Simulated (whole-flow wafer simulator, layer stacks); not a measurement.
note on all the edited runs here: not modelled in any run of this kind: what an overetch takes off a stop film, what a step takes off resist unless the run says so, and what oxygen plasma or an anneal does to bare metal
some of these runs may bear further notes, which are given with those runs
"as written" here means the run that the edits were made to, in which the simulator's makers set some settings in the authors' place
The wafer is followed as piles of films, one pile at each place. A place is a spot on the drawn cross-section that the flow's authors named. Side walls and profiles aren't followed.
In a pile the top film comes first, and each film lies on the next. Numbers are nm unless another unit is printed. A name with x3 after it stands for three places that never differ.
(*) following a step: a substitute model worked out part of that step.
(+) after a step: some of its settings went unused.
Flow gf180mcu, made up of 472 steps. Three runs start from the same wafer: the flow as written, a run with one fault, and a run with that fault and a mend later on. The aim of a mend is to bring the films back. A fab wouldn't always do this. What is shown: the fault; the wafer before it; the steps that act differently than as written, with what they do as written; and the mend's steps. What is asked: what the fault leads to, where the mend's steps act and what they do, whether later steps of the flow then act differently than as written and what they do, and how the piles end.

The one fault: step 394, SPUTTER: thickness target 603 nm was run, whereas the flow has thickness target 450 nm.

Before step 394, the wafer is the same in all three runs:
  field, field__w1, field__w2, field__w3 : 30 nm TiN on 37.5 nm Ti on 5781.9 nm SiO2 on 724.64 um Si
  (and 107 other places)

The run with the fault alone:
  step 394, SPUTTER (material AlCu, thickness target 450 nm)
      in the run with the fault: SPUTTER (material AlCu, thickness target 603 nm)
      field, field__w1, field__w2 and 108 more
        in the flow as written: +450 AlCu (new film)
        in the run with the fault: +603 AlCu (new film)
  Steps later in the flow that act otherwise than as written (1 other step is not shown; it differs only slightly, by no more than 2% or 0.5 nm, whichever is larger):
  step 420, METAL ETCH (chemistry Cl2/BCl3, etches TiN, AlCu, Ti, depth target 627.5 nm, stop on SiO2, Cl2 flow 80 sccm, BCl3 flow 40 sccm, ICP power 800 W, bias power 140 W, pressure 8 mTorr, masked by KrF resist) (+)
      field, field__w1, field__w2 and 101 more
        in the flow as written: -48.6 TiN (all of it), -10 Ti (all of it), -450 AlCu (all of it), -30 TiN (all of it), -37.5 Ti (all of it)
        in the run with the fault: -48.6 TiN (all of it), -10 Ti (all of it), -568.9 AlCu
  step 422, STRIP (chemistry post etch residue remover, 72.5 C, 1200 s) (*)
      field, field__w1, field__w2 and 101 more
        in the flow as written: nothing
        in the run with the fault: -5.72 AlCu
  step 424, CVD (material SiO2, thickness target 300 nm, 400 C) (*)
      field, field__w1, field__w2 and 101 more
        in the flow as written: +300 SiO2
        in the run with the fault: +300 SiO2 (new film)
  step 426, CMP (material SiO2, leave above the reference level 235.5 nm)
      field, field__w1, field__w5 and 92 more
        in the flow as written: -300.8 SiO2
        in the run with the fault: -243.7 SiO2
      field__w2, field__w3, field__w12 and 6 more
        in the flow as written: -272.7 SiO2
        in the run with the fault: -212.9 SiO2
  The piles end different from the flow's at field, field__w1, field__w2 and 109 more by more than 2% or 0.5 nm, whichever is larger.
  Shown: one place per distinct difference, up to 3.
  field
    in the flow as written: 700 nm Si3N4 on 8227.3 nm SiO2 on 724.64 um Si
    in the run with the fault: 700 nm Si3N4 on 2502.5 nm SiO2 on 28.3 nm AlCu on 30 nm TiN on 37.5 nm Ti on 5781.9 nm SiO2 on 724.64 um Si
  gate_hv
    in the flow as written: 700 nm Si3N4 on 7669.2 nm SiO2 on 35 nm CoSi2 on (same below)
    in the run with the fault: 700 nm Si3N4 on 2502.5 nm SiO2 on 28.3 nm AlCu on 30 nm TiN on 37.5 nm Ti on 5223.8 nm SiO2 on 35 nm CoSi2 on (same below)
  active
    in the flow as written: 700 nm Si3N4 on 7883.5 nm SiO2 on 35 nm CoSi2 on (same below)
    in the run with the fault: 700 nm Si3N4 on 2502.5 nm SiO2 on 28.3 nm AlCu on 30 nm TiN on 37.5 nm Ti on 5438.1 nm SiO2 on 35 nm CoSi2 on (same below)

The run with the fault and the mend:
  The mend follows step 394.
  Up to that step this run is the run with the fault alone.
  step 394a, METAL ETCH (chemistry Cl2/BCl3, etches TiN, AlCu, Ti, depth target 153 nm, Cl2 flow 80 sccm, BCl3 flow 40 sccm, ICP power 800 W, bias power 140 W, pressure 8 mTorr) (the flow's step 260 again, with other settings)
      field, field__w1, field__w2 and 108 more
        -153 AlCu
  Every later step of the flow that is run acts as written at every place that is followed.
  By the end, the piles equal the flow's at every place that both follow.
